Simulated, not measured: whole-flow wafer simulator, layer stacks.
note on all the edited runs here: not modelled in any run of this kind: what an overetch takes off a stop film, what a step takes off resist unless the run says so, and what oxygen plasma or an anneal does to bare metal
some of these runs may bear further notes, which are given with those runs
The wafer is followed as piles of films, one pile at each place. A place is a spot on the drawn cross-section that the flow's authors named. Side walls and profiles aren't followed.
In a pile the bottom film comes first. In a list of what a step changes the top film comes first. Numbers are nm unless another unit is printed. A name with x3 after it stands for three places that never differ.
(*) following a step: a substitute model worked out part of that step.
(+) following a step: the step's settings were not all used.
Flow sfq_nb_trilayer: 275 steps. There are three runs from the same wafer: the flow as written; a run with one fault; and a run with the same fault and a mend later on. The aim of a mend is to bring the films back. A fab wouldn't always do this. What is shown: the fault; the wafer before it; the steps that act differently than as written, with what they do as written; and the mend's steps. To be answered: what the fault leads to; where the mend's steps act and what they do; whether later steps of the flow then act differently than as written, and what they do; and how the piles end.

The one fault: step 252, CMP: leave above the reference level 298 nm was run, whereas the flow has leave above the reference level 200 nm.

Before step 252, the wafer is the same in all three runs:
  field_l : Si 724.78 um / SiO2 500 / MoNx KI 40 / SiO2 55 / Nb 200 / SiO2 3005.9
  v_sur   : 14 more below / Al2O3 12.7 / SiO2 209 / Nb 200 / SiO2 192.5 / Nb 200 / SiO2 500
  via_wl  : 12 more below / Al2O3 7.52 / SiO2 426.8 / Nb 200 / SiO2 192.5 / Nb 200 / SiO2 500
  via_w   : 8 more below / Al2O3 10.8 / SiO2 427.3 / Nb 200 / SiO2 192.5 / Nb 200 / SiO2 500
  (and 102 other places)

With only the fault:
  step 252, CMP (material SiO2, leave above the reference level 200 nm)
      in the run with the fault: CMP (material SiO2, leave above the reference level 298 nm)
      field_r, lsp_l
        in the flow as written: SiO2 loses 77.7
        in the run with the fault: nothing
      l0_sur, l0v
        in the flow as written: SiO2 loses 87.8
        in the run with the fault: nothing
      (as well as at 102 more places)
  Later steps of the flow acting differently than as written (not shown: 6 more steps that differ only slightly, by at most 2% or 0.5 nm, whichever is larger):
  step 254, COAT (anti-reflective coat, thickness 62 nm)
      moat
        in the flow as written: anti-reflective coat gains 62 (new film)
        in the run with the fault: anti-reflective coat gains 60.2 (new film)
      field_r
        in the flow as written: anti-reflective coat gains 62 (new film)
        in the run with the fault: anti-reflective coat gains 69.7 (new film)
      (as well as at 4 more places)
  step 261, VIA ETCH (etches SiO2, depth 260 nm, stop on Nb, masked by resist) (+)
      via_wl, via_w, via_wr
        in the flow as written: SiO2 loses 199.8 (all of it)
        in the run with the fault: SiO2 loses 260
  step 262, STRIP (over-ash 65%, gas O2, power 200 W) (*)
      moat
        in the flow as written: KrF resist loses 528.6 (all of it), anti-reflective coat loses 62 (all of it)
        in the run with the fault: KrF resist loses 527.4 (all of it), anti-reflective coat loses 60.2 (all of it)
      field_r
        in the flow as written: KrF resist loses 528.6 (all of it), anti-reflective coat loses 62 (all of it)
        in the run with the fault: KrF resist loses 536.3 (all of it), anti-reflective coat loses 69.7 (all of it)
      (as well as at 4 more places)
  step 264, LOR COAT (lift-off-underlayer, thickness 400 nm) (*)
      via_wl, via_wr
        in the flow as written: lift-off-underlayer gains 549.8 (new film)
        in the run with the fault: lift-off-underlayer gains 594.7 (new film)
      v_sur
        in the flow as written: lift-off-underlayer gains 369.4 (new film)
        in the run with the fault: lift-off-underlayer gains 360.1 (new film)
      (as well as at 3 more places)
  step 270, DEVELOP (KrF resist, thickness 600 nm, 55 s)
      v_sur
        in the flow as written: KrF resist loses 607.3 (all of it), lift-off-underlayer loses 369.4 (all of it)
        in the run with the fault: KrF resist loses 609.8 (all of it), lift-off-underlayer loses 360.1 (all of it)
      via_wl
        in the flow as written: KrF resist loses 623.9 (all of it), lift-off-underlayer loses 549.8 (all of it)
        in the run with the fault: KrF resist loses 631.3 (all of it), lift-off-underlayer loses 594.7 (all of it)
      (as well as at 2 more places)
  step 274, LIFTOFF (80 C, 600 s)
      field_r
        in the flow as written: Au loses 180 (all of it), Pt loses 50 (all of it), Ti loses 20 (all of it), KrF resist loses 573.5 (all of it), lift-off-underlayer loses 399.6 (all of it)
        in the run with the fault: Au loses 180 (all of it), Pt loses 50 (all of it), Ti loses 20 (all of it), KrF resist loses 576 (all of it), lift-off-underlayer loses 413.2 (all of it)
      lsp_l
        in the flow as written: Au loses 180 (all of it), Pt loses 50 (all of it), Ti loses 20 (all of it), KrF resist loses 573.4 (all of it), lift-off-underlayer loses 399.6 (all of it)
        in the run with the fault: Au loses 180 (all of it), Pt loses 50 (all of it), Ti loses 20 (all of it), KrF resist loses 576.5 (all of it), lift-off-underlayer loses 412.4 (all of it)
  At field_l, v_sur, via_wl and 103 more, the piles at the end differ from the flow's by more than 2% or 0.5 nm, whichever is larger.
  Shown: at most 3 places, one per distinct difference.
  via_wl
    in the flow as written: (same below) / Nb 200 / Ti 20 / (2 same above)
    in the run with the fault: (same below) / Nb 200 / SiO2 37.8 / Ti 20 / (2 same above)
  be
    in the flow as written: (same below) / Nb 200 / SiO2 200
    in the run with the fault: (same below) / Nb 200 / SiO2 298
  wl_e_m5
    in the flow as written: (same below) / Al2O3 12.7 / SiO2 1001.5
    in the run with the fault: (same below) / Al2O3 12.7 / SiO2 1099.5

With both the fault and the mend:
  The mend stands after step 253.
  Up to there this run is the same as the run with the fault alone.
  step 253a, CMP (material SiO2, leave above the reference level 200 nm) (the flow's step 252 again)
      field_l, v_sur, via_wl and 99 more
        SiO2 loses 98
      field_r, lsp_l
        SiO2 loses 77.7
      l0_sur, l0v
        SiO2 loses 87.8
  Every later step of the flow that is run acts as written at every place that is followed.
  By the end, the piles equal the flow's at every place that both follow.
